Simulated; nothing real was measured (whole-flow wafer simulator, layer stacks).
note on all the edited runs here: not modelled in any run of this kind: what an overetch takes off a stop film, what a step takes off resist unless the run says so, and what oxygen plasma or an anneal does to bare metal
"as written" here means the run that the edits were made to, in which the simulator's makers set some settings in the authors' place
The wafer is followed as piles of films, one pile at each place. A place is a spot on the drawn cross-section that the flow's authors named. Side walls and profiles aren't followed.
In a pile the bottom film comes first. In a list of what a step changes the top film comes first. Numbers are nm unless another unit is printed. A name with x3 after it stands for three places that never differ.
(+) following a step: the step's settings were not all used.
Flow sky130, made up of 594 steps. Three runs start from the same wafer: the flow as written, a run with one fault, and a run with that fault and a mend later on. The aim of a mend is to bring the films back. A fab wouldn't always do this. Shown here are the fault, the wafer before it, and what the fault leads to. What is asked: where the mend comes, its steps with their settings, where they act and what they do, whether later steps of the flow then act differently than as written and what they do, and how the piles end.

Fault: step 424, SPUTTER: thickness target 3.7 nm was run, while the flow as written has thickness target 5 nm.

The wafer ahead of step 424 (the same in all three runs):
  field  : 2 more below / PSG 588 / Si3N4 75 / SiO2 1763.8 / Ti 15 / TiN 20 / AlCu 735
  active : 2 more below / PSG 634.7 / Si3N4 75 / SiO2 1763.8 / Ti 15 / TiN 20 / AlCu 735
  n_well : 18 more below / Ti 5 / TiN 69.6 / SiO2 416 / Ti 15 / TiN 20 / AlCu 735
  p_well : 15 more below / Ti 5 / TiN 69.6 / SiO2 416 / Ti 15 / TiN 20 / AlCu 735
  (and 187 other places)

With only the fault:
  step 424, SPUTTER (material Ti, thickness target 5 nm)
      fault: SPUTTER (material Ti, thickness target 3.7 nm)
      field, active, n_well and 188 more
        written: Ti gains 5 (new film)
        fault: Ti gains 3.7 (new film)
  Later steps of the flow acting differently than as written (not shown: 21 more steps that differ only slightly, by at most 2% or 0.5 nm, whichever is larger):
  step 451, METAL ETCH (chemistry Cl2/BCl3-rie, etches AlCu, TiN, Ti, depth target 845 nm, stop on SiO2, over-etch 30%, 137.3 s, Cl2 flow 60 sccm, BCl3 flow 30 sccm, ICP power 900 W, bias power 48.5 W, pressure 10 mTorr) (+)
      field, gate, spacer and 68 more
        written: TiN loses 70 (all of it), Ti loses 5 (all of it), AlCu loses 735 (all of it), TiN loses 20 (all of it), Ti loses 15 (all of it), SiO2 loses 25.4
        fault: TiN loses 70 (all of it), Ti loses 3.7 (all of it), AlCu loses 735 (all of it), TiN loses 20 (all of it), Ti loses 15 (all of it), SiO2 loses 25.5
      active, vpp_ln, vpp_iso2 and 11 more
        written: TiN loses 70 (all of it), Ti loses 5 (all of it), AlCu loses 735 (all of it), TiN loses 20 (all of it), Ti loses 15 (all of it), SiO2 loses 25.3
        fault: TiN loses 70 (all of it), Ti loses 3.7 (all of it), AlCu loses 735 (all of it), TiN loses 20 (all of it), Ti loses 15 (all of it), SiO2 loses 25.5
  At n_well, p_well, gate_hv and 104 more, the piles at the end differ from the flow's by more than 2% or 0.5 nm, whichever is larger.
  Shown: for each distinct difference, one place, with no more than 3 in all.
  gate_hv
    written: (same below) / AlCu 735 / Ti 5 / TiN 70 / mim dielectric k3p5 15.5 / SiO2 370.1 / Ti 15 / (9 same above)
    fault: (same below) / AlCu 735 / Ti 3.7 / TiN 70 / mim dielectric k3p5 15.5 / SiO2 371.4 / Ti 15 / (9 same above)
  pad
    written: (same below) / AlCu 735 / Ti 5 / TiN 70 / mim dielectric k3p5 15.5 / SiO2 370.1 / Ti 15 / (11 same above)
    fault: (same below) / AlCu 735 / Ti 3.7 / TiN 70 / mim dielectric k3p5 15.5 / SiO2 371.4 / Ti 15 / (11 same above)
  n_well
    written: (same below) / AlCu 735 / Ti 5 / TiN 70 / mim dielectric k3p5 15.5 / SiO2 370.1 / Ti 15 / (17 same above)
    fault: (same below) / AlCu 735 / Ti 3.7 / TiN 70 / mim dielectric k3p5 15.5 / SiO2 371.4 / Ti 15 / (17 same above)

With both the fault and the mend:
  After step 424 comes the mend.
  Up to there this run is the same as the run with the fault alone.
  step 424a, SPUTTER (material Ti, thickness target 1.3 nm) (the flow's step 424, run once more with other settings)
      field, active, n_well and 188 more
        Ti gains 1.3
  None of the later steps of the flow acts differently than as written at any place that is followed.
  By the end, the piles equal the flow's at every place that both follow.
